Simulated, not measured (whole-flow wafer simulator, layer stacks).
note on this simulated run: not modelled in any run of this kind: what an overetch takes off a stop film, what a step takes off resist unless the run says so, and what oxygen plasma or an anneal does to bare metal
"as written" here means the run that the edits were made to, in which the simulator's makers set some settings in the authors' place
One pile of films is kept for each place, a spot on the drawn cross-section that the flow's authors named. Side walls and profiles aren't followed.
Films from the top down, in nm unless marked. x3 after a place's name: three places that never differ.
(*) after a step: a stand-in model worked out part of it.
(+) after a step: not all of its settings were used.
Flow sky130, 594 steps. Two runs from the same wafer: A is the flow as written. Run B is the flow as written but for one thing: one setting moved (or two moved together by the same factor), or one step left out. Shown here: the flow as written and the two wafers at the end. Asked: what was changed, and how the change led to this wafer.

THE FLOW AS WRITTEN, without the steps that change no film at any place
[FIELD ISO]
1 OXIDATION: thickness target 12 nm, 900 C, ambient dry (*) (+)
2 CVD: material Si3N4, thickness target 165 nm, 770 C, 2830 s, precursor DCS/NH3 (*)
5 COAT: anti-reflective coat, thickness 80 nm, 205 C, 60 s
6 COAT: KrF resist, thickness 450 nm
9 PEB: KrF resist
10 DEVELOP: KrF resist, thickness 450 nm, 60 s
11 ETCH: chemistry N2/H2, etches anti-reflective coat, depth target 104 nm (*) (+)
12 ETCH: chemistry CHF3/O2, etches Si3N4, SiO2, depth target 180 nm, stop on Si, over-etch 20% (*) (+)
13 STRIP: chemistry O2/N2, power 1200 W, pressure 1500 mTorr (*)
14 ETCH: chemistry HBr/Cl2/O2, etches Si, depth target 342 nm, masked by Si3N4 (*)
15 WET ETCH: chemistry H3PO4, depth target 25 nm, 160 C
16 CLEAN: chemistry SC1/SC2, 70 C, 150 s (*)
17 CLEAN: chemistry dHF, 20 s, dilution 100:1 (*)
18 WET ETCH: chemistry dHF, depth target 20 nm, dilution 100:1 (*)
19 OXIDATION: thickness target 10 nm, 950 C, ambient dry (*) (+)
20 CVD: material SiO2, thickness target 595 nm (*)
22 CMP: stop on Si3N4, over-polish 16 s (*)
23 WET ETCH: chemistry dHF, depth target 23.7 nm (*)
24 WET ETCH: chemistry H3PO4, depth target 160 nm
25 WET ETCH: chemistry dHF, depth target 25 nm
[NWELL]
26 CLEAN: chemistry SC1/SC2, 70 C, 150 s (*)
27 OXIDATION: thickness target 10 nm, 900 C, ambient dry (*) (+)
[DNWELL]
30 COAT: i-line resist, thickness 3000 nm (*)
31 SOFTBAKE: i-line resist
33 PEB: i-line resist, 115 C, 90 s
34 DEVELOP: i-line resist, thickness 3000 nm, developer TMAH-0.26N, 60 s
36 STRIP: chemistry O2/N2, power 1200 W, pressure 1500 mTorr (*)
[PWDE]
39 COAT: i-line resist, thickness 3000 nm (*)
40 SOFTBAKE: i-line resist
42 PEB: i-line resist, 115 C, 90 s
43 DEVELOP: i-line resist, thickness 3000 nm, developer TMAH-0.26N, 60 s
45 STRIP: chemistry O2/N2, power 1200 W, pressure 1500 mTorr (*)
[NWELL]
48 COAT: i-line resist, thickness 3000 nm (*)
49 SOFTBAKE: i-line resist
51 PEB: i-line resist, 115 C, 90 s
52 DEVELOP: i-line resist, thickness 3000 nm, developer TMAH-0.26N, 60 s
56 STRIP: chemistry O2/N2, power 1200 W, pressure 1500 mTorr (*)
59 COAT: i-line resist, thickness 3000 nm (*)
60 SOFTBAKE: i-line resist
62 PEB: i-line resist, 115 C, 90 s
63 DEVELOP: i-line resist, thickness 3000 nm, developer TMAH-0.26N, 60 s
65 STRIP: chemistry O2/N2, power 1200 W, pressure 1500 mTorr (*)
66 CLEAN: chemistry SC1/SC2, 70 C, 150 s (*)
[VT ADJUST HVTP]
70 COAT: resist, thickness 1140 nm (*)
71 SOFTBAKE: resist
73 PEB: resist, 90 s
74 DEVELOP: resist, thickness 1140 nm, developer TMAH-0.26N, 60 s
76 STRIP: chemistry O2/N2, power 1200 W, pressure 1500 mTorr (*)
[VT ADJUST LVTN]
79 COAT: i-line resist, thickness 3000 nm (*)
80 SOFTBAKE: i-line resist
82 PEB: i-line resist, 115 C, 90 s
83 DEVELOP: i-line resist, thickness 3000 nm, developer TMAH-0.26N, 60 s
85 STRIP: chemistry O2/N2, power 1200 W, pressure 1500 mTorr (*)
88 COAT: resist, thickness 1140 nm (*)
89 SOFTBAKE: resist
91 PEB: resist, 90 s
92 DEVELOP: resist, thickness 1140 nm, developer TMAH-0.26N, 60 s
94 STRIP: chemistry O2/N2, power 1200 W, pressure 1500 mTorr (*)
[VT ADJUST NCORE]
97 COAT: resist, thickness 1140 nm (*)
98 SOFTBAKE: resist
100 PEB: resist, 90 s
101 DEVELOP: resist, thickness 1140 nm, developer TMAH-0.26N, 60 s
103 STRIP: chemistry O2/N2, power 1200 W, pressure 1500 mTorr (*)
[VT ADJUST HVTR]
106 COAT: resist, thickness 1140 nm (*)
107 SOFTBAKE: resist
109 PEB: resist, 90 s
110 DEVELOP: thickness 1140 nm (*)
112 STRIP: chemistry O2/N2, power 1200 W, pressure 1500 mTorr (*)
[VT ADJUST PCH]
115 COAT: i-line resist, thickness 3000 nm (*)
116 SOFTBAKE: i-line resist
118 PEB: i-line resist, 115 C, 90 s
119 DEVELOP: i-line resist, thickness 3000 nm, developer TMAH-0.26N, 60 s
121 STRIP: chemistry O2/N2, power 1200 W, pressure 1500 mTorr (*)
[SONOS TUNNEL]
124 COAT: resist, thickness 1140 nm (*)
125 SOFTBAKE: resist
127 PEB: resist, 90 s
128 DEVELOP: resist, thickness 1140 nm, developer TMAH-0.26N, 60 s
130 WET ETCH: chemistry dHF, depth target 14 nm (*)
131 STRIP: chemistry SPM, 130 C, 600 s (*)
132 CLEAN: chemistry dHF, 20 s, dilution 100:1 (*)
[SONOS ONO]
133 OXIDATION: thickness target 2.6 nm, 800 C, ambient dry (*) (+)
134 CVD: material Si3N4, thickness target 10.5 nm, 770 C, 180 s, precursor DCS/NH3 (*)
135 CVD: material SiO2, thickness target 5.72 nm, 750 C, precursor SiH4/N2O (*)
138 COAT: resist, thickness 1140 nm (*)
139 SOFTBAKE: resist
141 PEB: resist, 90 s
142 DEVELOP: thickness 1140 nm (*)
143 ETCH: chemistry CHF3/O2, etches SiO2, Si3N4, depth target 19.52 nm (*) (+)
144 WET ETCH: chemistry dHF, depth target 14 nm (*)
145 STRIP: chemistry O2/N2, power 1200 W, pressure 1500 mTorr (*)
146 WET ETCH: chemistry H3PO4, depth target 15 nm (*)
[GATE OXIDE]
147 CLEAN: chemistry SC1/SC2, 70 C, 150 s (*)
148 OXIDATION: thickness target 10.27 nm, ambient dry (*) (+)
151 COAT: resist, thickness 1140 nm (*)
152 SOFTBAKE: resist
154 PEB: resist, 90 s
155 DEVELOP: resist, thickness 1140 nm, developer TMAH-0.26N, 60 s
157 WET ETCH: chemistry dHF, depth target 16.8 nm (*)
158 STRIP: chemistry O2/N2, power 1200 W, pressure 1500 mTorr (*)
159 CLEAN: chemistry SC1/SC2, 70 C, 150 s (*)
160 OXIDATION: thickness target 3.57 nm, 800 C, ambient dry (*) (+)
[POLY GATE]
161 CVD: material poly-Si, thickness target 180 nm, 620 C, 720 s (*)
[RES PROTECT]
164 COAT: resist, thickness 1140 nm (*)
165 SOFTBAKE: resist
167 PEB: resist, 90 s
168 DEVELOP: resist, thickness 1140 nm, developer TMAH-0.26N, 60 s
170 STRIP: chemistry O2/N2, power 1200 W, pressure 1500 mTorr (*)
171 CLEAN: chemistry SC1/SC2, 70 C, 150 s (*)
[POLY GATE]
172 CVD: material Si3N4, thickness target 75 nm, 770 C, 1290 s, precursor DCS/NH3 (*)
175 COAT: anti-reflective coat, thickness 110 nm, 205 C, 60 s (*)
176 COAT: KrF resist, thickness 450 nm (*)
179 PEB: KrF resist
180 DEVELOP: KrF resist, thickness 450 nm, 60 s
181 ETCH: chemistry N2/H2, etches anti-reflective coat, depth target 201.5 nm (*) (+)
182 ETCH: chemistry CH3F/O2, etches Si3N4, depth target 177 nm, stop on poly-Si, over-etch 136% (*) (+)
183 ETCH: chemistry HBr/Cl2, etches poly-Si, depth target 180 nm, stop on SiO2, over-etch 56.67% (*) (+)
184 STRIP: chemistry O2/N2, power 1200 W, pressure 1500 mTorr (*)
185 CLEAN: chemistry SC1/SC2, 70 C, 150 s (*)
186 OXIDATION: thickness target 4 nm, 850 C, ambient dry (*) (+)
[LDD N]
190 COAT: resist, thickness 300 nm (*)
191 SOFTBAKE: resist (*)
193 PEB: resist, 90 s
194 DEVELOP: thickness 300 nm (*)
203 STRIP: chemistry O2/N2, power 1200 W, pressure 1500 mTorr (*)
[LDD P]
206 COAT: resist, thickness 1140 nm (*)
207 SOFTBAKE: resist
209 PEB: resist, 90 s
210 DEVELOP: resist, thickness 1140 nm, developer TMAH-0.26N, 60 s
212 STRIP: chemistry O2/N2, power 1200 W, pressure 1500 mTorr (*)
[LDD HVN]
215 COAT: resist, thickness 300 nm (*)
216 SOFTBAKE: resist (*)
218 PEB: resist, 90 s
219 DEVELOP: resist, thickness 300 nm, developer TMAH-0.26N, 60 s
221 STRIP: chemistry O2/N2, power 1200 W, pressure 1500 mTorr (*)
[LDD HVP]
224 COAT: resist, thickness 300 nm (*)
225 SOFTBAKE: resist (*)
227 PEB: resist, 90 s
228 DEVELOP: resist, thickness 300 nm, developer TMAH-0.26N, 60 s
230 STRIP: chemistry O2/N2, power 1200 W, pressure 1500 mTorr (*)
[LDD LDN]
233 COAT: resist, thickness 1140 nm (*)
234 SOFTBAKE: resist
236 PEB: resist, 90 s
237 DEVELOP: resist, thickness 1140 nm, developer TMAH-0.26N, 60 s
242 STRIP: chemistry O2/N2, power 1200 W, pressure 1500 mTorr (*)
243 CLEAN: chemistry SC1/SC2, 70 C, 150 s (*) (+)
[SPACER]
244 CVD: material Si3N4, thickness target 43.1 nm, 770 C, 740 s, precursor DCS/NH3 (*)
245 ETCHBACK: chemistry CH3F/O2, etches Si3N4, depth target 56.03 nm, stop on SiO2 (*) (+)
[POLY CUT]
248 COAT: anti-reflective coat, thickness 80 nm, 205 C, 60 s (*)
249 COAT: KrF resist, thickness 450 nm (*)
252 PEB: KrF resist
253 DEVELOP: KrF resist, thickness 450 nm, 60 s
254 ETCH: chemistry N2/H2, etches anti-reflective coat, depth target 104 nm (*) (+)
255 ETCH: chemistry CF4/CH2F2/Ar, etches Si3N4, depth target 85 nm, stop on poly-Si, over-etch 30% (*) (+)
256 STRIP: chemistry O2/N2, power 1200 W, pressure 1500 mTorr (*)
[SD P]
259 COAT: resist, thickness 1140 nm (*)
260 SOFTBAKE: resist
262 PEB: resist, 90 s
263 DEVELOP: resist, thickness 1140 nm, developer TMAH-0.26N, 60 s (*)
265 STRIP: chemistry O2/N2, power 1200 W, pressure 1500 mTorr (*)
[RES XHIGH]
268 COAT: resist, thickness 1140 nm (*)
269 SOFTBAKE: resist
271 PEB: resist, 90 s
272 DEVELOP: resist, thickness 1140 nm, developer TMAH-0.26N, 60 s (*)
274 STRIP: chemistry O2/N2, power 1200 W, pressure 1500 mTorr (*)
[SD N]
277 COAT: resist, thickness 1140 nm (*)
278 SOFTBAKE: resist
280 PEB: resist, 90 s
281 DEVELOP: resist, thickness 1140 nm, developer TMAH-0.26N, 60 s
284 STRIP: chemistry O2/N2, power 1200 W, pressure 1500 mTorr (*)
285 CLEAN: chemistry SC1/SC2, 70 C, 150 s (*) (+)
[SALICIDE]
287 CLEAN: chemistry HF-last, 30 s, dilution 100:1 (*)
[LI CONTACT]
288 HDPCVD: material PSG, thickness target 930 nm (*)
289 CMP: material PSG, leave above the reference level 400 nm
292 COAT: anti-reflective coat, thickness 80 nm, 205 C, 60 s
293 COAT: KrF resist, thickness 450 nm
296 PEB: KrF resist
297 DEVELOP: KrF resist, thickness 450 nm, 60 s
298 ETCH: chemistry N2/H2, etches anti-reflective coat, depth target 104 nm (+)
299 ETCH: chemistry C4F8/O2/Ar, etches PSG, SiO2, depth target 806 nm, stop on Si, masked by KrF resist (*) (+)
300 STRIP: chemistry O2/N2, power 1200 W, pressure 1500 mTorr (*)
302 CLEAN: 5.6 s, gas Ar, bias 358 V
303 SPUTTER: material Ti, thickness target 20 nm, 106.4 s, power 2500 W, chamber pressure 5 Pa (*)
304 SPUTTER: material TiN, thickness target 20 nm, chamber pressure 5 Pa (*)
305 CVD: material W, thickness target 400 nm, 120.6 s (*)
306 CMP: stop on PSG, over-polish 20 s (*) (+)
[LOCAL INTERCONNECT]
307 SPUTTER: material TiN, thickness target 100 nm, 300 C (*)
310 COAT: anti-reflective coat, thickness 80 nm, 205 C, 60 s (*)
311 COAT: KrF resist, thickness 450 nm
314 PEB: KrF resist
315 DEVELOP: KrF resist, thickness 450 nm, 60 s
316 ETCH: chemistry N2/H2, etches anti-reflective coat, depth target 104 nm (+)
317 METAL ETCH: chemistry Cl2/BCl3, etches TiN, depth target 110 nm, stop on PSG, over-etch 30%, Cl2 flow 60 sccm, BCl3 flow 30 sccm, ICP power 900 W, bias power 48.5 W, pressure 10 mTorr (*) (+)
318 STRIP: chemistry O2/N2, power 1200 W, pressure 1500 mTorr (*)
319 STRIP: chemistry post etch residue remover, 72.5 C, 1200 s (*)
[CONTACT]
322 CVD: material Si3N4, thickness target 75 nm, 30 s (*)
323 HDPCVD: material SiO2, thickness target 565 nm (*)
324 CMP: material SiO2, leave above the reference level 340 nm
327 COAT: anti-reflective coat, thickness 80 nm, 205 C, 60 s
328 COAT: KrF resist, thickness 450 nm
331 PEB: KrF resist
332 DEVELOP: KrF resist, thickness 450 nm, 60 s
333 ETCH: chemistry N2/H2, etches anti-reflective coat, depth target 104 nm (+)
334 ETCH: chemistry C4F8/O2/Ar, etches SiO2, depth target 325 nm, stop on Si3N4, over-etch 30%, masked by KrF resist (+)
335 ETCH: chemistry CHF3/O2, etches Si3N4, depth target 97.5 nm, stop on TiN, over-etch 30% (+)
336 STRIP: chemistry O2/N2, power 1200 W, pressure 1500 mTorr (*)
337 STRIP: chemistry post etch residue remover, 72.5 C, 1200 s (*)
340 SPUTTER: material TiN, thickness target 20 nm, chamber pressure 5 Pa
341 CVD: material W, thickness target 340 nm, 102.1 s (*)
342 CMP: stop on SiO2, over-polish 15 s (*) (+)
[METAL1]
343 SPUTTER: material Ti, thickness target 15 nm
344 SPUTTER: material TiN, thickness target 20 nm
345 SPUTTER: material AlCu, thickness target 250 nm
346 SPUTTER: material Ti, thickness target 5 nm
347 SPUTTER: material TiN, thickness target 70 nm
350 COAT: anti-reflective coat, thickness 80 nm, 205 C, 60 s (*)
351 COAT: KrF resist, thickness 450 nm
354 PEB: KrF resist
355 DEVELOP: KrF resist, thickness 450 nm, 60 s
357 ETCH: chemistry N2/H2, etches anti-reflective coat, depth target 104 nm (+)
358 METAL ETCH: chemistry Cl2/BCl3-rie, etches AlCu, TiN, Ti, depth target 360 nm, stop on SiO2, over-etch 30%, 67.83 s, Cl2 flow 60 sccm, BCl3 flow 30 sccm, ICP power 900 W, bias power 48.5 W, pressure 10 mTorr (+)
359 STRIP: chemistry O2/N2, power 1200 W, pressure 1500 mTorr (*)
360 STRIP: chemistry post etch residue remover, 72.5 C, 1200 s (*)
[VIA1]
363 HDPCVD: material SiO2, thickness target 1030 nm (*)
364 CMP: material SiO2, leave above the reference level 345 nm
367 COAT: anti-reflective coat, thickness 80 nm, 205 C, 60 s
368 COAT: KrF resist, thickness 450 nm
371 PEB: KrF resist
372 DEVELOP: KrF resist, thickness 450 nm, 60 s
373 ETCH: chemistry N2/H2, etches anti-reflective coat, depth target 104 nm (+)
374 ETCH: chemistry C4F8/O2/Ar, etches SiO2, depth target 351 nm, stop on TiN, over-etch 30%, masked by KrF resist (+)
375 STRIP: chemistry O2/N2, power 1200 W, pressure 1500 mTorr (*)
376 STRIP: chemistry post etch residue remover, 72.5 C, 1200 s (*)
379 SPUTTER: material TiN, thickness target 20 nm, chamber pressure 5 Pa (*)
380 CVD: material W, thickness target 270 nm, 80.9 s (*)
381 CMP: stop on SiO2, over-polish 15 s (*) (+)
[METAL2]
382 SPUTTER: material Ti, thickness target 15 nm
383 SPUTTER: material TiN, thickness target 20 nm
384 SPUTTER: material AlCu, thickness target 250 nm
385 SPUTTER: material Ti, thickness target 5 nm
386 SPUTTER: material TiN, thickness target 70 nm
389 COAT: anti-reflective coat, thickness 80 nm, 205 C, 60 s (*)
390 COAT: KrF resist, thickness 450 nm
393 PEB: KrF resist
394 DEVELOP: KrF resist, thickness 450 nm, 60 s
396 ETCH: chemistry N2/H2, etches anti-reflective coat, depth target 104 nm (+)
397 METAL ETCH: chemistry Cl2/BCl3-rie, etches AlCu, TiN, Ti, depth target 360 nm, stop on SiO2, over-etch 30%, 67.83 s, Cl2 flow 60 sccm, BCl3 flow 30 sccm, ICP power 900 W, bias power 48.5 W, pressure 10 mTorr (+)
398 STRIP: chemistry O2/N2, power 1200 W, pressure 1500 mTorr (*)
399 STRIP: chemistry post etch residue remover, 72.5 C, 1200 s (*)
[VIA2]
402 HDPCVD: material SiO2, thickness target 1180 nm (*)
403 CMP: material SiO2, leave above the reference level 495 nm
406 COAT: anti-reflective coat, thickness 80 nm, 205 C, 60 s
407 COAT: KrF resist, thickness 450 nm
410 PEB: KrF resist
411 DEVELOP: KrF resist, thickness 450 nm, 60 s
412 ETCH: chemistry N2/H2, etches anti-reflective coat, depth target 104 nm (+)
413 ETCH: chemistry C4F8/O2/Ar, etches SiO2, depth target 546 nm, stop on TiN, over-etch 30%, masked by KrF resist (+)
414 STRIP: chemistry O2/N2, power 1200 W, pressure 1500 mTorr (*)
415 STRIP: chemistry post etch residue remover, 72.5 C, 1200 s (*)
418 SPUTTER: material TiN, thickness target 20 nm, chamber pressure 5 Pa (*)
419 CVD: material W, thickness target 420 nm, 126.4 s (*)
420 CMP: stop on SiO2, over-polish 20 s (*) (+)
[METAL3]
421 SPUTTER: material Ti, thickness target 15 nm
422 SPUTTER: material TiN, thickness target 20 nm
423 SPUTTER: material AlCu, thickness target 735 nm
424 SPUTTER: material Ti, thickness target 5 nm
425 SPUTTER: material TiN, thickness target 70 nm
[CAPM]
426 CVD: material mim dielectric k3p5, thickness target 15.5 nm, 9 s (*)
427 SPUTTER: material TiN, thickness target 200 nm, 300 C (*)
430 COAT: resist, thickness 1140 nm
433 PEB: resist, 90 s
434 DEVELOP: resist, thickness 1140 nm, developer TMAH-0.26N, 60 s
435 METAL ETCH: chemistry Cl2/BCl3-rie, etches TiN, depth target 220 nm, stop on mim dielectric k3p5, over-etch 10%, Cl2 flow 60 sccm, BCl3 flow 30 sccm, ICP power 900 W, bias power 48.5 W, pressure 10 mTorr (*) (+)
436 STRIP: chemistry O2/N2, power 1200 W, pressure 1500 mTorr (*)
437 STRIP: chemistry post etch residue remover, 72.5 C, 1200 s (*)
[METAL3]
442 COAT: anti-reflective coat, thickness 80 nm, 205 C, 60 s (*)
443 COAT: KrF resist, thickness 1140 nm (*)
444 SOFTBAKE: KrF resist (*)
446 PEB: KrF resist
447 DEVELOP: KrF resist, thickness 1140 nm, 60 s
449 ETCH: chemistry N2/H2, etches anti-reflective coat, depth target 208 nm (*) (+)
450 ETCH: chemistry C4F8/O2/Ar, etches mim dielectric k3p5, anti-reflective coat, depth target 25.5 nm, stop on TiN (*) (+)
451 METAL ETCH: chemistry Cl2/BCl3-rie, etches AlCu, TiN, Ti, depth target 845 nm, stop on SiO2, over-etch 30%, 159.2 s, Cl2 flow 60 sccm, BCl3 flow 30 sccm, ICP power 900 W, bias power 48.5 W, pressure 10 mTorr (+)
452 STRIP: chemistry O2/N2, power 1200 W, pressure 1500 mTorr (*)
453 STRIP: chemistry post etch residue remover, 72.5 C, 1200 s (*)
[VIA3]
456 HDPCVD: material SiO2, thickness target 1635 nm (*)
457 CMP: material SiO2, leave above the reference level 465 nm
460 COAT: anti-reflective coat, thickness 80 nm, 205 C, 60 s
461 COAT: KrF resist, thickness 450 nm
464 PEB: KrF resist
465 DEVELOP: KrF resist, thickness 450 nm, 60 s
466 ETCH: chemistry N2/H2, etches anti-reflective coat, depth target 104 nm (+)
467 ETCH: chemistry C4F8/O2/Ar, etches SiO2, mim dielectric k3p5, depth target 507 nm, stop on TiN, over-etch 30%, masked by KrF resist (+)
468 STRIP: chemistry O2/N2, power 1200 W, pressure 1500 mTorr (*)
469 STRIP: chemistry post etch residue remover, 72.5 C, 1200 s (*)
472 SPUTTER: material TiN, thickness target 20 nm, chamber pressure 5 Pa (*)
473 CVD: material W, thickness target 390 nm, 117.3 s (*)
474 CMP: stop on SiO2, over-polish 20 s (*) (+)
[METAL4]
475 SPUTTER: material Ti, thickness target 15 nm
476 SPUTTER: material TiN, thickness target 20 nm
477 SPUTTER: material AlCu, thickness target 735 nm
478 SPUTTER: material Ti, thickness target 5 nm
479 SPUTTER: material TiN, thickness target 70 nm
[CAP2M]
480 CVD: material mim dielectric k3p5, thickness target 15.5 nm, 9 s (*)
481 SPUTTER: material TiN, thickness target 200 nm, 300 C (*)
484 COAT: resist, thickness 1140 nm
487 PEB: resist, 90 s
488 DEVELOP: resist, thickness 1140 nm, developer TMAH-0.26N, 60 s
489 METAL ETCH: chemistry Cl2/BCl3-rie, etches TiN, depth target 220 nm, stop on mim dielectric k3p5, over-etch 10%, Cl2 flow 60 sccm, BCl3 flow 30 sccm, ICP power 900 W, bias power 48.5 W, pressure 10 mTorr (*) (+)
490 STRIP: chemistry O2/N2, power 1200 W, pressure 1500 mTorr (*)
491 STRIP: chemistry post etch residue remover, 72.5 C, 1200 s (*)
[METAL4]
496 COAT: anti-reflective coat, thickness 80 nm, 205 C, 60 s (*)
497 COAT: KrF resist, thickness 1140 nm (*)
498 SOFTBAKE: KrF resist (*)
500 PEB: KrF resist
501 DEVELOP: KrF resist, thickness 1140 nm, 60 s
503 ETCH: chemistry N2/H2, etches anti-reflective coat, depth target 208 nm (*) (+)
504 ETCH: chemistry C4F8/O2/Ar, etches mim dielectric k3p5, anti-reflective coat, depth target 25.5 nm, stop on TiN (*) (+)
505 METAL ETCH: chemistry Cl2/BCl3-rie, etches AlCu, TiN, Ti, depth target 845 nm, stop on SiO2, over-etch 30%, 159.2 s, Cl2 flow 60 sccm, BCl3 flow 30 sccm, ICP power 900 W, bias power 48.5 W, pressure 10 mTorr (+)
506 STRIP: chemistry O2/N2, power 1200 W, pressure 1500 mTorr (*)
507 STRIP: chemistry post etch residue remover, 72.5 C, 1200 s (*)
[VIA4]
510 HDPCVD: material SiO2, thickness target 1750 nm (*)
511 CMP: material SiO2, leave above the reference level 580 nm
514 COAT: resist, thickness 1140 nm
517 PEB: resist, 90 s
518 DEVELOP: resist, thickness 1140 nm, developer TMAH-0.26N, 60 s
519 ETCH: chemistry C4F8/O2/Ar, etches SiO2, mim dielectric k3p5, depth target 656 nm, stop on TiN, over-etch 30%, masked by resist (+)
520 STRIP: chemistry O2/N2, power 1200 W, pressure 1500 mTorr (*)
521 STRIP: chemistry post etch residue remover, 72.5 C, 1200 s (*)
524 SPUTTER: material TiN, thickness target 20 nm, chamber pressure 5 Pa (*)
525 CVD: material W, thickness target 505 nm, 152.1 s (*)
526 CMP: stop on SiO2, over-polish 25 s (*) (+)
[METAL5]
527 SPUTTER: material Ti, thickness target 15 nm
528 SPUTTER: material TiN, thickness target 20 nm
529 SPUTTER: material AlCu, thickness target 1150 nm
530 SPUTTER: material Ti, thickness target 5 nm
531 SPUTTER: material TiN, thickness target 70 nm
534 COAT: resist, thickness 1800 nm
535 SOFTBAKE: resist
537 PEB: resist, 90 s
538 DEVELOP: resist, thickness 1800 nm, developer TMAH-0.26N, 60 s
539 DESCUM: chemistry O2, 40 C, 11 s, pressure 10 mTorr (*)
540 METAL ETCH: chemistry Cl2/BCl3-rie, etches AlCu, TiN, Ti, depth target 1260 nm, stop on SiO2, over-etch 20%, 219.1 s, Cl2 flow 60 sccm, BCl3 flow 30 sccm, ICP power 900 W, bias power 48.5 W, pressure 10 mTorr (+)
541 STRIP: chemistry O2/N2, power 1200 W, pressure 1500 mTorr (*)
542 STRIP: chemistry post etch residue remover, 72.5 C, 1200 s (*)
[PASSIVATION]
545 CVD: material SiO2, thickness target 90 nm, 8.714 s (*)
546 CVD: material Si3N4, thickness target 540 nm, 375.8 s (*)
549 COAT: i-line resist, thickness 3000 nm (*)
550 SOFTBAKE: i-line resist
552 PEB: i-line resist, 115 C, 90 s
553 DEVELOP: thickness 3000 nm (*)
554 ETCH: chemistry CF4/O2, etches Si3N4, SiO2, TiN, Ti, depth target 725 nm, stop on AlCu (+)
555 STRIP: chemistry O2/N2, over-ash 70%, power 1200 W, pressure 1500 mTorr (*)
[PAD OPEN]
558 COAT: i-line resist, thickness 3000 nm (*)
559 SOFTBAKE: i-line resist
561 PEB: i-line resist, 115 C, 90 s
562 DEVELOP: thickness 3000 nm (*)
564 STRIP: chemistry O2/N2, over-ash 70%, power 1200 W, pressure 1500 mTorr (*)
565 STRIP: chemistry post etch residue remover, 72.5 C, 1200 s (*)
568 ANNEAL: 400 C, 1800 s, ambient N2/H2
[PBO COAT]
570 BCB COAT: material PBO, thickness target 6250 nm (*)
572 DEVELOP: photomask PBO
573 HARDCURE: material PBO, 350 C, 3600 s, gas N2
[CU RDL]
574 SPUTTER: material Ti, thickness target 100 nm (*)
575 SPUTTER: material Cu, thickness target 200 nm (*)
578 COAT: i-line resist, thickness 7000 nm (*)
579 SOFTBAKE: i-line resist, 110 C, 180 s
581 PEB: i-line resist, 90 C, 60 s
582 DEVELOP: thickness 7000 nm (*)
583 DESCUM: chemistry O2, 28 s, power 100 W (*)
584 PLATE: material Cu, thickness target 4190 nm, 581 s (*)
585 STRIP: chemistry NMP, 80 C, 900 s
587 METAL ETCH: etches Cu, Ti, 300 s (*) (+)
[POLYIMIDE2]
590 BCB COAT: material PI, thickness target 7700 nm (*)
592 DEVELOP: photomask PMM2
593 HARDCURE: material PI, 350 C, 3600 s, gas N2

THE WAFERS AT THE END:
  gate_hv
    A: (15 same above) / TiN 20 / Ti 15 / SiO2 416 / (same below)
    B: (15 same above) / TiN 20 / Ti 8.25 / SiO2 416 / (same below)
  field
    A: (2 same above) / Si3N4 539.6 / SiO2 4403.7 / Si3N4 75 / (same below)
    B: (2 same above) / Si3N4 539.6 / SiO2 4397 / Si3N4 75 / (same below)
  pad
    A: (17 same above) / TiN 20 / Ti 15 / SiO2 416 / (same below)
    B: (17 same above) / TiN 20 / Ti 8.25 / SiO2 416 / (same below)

The cause: step 421, SPUTTER: thickness target 8.25 nm was run, where the flow has thickness target 15 nm.
It can be read off the wafer: gate_hv has Ti 8.25, and step 421 as written asks for 15 nm.

How the change led to this, step by step:
  421 SPUTTER: material Ti, thickness target 15 nm
      field, active, n_well and 188 more: A Ti +15 (new film) | B Ti +8.25 (new film)
  451 METAL ETCH: chemistry Cl2/BCl3-rie, etches AlCu, TiN, Ti, depth target 845 nm, stop on SiO2, over-etch 30%, 159.2 s, Cl2 flow 60 sccm, BCl3 flow 30 sccm, ICP power 900 W, bias power 48.5 W, pressure 10 mTorr (+)
      field, active, gate and 69 more: A TiN -70 (all of it), Ti -5 (all of it), AlCu -735 (all of it), TiN -20 (all of it), Ti -15 (all of it), SiO2 -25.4 | B TiN -70 (all of it), Ti -5 (all of it), AlCu -735 (all of it), TiN -20 (all of it), Ti -8.25 (all of it), SiO2 -26
      vpp_ln, vpp_iso2, ndiff_ln and 10 more: A TiN -70 (all of it), Ti -5 (all of it), AlCu -735 (all of it), TiN -20 (all of it), Ti -15 (all of it), SiO2 -25.3 | B TiN -70 (all of it), Ti -5 (all of it), AlCu -735 (all of it), TiN -20 (all of it), Ti -8.25 (all of it), SiO2 -26
